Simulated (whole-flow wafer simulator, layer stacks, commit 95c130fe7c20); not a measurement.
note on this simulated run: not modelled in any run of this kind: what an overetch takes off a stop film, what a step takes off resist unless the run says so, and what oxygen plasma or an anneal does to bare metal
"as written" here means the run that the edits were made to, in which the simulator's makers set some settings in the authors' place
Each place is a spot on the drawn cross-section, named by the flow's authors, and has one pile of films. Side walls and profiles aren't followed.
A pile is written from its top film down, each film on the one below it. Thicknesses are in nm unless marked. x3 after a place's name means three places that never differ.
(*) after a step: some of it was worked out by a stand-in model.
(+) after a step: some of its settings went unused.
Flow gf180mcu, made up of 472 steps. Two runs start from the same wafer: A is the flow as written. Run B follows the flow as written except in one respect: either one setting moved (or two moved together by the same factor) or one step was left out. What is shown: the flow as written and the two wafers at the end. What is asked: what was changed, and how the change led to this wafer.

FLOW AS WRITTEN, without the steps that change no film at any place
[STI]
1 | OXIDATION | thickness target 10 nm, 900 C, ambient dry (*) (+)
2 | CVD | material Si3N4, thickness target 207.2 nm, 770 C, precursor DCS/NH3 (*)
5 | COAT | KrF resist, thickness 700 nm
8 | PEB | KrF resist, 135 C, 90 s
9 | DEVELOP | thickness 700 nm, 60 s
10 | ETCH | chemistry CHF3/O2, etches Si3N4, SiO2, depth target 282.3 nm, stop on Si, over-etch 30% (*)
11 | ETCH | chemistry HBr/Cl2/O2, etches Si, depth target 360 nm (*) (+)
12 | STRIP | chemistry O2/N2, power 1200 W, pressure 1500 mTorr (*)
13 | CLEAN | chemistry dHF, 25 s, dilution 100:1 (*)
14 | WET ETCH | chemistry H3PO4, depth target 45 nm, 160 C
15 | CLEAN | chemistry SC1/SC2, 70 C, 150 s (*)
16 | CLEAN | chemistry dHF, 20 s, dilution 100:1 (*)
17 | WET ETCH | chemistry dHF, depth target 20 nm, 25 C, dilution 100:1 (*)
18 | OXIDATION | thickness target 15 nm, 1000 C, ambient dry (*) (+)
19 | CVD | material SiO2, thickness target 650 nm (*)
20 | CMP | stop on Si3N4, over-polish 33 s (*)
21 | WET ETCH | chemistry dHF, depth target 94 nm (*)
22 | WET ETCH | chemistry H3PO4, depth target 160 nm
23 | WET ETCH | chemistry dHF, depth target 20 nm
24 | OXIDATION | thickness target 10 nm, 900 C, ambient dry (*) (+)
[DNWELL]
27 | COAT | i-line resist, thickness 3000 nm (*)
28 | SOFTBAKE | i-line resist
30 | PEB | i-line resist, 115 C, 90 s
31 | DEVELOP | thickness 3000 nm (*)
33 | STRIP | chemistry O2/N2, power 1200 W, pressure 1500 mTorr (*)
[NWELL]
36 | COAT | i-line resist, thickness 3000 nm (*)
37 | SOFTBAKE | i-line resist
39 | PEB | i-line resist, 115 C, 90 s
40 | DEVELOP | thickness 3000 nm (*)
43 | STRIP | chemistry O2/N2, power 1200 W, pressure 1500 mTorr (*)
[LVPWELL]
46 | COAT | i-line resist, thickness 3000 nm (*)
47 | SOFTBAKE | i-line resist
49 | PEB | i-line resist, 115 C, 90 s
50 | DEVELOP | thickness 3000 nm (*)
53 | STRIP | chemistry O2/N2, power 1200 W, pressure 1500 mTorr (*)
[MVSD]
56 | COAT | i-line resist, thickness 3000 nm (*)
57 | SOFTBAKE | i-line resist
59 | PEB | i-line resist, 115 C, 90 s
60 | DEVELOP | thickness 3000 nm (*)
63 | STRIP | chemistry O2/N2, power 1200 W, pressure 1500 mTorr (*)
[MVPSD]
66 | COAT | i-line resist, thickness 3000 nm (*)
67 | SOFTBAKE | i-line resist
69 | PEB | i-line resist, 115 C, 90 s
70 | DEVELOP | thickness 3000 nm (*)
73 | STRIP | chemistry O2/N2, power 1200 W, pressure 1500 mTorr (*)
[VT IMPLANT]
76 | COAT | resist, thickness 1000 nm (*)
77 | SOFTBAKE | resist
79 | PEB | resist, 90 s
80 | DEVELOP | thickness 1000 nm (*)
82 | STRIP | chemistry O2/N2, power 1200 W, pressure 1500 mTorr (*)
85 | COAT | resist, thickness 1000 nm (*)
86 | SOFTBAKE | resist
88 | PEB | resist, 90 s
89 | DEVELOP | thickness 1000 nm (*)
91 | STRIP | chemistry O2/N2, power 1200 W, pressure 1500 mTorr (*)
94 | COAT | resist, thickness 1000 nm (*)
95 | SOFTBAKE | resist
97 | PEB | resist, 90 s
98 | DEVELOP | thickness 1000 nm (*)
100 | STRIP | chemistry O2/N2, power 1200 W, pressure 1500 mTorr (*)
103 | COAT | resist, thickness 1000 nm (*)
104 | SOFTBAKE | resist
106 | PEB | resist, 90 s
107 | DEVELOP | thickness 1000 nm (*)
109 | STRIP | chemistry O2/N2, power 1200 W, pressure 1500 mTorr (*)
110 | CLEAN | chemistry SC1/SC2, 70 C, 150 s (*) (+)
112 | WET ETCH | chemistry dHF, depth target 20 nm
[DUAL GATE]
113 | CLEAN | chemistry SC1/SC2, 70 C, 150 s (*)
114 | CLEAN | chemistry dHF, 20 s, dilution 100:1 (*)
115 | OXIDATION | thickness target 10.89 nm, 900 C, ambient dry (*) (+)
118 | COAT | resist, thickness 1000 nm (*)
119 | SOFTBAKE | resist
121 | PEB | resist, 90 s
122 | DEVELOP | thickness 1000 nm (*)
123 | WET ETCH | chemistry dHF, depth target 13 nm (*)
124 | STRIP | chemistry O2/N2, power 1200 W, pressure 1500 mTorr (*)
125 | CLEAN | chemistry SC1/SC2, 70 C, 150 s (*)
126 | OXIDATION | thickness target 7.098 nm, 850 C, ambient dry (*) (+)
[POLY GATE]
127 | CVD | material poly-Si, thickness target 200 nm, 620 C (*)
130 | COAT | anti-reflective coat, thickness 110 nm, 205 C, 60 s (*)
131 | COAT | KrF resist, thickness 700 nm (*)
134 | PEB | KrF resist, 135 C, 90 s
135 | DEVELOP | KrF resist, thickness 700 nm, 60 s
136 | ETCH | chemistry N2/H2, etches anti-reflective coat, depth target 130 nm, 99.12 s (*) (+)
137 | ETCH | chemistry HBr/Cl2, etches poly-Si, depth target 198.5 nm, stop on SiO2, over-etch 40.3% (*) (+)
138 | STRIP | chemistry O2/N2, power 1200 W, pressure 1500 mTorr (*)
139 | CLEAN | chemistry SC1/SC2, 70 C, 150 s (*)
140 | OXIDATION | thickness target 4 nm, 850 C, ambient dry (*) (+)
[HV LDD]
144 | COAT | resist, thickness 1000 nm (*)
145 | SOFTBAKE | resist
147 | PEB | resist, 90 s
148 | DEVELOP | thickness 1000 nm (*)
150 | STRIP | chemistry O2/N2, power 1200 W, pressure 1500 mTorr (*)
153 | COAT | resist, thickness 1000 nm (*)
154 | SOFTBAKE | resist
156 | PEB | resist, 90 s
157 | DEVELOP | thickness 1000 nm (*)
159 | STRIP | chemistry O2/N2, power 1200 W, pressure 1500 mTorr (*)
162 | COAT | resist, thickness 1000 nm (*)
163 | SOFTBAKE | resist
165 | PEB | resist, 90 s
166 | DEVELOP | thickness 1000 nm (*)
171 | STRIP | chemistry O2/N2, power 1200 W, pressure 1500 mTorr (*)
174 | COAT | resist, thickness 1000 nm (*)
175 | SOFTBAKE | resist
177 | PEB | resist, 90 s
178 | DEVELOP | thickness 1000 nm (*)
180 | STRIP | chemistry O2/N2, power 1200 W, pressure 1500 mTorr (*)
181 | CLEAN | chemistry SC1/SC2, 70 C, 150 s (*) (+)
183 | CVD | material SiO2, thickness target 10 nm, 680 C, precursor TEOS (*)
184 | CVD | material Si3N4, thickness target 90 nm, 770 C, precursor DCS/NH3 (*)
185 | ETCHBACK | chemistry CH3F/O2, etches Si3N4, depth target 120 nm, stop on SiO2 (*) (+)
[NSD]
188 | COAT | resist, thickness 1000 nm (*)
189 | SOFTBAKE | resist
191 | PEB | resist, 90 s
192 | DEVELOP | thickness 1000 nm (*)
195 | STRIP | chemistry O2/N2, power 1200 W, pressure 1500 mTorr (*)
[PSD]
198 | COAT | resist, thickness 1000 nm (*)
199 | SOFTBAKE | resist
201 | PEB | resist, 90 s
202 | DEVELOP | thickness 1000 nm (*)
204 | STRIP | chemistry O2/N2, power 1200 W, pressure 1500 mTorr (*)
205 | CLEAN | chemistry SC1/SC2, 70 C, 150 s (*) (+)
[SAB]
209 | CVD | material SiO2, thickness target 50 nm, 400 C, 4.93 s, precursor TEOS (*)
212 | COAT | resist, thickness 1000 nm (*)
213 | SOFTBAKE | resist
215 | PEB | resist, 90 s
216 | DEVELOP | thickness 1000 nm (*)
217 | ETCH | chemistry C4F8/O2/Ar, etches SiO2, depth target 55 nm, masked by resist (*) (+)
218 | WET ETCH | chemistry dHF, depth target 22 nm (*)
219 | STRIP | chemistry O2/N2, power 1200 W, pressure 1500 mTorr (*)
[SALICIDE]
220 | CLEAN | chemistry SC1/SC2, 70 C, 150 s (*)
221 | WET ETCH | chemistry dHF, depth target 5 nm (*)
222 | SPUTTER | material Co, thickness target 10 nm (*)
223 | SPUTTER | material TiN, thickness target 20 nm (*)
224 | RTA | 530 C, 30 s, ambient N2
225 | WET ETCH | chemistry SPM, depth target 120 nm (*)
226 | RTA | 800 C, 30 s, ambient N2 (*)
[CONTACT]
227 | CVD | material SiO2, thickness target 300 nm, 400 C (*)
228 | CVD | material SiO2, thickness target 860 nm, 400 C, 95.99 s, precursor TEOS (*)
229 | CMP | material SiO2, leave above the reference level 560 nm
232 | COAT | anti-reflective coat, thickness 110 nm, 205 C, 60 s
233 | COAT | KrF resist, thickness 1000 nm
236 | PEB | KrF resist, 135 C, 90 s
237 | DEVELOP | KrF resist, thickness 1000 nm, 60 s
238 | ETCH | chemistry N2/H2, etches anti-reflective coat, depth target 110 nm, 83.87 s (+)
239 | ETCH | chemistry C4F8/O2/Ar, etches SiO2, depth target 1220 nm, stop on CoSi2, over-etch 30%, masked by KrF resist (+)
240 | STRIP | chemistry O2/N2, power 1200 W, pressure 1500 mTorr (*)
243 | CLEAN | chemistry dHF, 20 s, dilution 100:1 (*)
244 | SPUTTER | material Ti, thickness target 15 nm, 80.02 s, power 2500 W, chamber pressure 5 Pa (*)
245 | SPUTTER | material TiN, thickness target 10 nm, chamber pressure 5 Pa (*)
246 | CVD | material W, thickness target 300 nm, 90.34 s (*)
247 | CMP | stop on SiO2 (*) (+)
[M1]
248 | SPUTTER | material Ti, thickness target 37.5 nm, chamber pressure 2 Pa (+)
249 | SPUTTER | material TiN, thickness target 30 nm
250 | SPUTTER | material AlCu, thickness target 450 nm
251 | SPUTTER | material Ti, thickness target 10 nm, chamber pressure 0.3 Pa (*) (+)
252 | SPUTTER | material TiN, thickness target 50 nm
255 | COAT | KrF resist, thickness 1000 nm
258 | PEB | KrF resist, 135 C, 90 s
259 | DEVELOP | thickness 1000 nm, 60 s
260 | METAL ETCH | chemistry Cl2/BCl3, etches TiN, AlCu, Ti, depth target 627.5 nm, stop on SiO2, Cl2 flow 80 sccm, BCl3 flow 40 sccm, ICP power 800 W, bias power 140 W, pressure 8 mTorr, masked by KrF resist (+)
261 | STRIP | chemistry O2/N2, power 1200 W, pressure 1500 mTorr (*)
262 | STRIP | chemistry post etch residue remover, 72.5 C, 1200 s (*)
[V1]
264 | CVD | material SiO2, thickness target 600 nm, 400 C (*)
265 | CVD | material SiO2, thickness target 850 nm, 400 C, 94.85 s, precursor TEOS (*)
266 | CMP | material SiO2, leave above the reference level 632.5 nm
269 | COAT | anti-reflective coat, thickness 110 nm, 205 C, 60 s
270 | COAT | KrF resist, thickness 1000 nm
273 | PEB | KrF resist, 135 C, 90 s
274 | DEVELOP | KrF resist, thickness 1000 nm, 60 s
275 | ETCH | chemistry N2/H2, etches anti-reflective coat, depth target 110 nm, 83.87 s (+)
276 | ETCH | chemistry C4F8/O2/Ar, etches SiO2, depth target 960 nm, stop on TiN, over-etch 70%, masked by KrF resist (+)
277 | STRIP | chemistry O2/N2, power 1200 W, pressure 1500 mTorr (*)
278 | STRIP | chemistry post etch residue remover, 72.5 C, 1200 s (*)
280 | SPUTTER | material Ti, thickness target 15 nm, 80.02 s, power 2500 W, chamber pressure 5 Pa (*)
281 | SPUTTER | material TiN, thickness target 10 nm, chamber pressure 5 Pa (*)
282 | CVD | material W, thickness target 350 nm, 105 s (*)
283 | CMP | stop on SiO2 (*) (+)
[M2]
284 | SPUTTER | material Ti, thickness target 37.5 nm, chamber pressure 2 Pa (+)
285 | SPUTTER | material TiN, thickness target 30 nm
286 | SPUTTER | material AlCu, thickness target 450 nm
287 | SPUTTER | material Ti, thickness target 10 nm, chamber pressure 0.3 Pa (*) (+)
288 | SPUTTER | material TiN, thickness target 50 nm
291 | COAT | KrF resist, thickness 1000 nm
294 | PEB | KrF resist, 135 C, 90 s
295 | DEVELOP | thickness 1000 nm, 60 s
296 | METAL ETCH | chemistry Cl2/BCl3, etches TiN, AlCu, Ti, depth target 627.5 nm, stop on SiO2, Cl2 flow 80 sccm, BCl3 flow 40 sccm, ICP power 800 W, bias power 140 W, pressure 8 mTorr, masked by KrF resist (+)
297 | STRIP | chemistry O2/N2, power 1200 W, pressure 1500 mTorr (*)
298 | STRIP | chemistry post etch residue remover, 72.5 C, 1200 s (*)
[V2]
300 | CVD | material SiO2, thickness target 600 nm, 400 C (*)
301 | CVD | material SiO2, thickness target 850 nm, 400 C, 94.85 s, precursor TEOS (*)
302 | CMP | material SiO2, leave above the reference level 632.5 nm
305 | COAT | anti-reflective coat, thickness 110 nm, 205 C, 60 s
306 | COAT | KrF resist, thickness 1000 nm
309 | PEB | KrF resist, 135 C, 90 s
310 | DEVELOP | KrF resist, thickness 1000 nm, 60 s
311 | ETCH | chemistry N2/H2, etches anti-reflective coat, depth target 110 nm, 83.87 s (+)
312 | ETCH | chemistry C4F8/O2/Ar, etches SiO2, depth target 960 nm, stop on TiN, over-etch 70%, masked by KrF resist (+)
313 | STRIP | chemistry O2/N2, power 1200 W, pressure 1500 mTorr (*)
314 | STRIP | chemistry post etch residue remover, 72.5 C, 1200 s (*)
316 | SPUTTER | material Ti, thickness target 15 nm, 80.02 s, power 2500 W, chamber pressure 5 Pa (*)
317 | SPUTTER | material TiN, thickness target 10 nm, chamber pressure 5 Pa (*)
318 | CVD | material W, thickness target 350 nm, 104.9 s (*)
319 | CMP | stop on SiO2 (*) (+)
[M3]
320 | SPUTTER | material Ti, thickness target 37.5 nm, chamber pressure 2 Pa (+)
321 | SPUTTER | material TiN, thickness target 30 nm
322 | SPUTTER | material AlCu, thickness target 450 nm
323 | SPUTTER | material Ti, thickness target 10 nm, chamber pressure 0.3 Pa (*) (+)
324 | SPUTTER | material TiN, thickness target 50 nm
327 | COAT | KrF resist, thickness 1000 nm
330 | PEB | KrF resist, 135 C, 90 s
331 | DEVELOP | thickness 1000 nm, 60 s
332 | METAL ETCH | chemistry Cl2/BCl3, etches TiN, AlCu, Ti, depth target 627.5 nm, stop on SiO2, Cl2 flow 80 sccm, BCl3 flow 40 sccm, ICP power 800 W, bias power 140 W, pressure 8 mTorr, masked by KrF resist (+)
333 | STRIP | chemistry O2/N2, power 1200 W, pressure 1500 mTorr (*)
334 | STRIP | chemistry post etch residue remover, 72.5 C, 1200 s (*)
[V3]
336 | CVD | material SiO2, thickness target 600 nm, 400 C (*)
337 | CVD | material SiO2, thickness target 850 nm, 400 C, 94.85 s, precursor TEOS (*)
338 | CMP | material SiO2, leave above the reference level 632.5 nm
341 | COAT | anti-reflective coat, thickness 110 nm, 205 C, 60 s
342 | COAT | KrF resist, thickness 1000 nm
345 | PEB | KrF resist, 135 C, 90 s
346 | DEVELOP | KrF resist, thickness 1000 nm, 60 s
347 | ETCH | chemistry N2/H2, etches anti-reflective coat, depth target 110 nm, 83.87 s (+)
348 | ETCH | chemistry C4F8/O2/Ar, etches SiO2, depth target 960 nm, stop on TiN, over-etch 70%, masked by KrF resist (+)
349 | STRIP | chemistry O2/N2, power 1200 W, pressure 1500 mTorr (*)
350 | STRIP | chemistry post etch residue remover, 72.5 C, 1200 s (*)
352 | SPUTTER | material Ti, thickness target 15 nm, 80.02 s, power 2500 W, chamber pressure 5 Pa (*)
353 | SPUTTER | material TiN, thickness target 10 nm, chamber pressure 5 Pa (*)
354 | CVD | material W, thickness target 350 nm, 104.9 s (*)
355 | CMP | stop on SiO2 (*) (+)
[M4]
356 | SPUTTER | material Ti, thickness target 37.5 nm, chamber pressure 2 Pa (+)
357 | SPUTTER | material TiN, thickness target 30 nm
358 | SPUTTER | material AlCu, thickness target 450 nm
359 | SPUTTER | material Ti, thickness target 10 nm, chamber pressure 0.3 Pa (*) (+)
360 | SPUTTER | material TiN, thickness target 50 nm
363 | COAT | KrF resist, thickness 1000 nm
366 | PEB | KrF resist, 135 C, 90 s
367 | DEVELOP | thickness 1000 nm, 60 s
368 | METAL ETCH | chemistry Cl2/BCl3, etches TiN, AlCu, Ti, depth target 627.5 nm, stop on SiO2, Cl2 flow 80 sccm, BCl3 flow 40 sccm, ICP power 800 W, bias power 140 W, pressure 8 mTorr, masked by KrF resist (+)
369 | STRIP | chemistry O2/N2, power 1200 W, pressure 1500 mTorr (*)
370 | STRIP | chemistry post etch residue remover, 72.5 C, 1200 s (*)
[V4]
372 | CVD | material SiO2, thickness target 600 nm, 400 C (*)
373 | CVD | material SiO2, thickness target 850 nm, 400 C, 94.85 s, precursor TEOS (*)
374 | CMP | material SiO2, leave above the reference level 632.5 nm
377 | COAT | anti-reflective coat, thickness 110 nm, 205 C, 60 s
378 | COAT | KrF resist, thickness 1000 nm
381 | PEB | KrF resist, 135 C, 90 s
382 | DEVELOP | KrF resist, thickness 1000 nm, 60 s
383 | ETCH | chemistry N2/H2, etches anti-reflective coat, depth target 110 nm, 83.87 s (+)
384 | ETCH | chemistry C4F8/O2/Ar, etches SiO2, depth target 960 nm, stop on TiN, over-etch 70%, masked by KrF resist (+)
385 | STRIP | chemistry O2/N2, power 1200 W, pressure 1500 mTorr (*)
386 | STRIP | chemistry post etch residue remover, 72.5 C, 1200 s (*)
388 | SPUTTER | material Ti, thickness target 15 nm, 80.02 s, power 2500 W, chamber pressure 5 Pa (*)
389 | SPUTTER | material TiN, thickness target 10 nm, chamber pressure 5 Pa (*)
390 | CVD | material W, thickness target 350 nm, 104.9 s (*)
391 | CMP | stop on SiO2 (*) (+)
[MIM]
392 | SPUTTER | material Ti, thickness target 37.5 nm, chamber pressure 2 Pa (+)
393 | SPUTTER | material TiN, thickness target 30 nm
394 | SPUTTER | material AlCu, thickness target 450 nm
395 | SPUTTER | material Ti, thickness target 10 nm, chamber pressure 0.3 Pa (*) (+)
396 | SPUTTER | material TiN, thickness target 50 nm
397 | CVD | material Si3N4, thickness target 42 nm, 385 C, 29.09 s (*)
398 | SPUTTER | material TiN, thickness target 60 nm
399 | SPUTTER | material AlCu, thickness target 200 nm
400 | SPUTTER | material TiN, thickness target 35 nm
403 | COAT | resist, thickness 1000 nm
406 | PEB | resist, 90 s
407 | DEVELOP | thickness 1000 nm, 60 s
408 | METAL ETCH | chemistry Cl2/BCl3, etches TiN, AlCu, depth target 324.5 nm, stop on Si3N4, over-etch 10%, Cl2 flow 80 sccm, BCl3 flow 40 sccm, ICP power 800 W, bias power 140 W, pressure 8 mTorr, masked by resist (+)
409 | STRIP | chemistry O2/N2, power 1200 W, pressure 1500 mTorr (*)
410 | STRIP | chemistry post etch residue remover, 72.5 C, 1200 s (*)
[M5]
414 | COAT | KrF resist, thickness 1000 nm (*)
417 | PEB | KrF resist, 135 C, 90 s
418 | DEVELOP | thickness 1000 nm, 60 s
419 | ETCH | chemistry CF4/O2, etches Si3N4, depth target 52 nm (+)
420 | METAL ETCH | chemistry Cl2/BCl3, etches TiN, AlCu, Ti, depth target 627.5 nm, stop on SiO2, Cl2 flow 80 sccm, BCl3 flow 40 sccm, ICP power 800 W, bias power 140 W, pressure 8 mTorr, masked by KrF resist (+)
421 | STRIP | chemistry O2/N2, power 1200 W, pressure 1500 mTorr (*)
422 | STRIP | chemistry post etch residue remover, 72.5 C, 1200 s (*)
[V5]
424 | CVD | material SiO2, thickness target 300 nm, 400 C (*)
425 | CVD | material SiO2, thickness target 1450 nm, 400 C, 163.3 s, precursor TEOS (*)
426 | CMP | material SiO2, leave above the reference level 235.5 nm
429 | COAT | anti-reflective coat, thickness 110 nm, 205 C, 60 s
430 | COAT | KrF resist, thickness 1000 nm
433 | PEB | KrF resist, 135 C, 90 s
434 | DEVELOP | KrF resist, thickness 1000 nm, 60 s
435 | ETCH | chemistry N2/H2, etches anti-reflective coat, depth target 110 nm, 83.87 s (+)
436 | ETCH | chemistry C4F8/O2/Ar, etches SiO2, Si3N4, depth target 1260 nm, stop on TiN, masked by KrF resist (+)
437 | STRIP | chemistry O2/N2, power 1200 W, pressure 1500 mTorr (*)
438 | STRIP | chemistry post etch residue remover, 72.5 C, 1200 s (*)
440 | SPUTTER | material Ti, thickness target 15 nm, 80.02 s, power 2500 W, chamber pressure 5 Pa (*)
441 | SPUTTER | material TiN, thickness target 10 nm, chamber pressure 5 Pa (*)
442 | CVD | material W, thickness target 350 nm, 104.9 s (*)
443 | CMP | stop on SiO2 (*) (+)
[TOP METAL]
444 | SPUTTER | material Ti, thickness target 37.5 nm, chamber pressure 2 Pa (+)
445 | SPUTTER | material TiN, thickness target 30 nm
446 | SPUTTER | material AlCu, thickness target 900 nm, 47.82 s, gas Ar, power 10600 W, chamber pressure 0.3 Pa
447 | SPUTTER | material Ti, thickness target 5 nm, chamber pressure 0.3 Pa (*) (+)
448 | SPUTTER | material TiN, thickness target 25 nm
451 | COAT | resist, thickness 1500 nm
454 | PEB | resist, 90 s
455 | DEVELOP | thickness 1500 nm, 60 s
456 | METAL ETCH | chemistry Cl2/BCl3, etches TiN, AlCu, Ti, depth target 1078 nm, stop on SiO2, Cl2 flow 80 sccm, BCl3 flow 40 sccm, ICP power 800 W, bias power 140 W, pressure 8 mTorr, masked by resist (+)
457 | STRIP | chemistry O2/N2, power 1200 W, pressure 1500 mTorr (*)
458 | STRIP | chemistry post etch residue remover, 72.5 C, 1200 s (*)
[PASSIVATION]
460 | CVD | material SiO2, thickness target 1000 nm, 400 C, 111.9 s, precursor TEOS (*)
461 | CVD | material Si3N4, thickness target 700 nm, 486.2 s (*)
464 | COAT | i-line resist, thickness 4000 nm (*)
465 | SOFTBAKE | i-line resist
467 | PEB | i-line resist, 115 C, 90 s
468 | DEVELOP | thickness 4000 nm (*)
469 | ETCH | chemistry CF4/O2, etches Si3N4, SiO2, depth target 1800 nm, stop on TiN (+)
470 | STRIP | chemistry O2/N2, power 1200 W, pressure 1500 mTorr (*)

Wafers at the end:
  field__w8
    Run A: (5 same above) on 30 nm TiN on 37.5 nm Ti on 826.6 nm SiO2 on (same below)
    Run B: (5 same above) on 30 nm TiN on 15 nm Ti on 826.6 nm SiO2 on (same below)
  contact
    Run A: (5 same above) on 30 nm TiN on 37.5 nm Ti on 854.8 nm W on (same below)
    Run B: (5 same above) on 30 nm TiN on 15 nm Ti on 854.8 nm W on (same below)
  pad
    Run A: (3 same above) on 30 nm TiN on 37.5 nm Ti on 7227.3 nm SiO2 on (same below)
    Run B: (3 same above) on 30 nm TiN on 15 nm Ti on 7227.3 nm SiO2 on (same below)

Cause: step 444, SPUTTER: thickness target 15 nm was run, though the flow has thickness target 37.5 nm.
The wafer lets one read it off: field__w8 has Ti 15, and step 444 as written asks for 37.5 nm.

The path from the change to this, step by step:
  444 | SPUTTER | material Ti, thickness target 37.5 nm, chamber pressure 2 Pa (+)
      field, field__w1, field__w2 and 109 more: A +37.5 Ti (new film) | B +15 Ti (new film)
  456 | METAL ETCH | chemistry Cl2/BCl3, etches TiN, AlCu, Ti, depth target 1078 nm, stop on SiO2, Cl2 flow 80 sccm, BCl3 flow 40 sccm, ICP power 800 W, bias power 140 W, pressure 8 mTorr, masked by resist (+)
      field, field__w1, field__w2 and 103 more: A -25 TiN (all of it), -5 Ti (all of it), -900 AlCu (all of it), -30 TiN (all of it), -37.5 Ti (all of it) | B -25 TiN (all of it), -5 Ti (all of it), -900 AlCu (all of it), -30 TiN (all of it), -15 Ti (all of it)
  465 | SOFTBAKE | i-line resist
      field__w5, field__w9: A +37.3 i-line resist | B +36.1 i-line resist
      field__w13, nw_enc_fld_lv__w4: A +37.9 i-line resist | B +36.7 i-line resist
      (as well as at 60 more places)
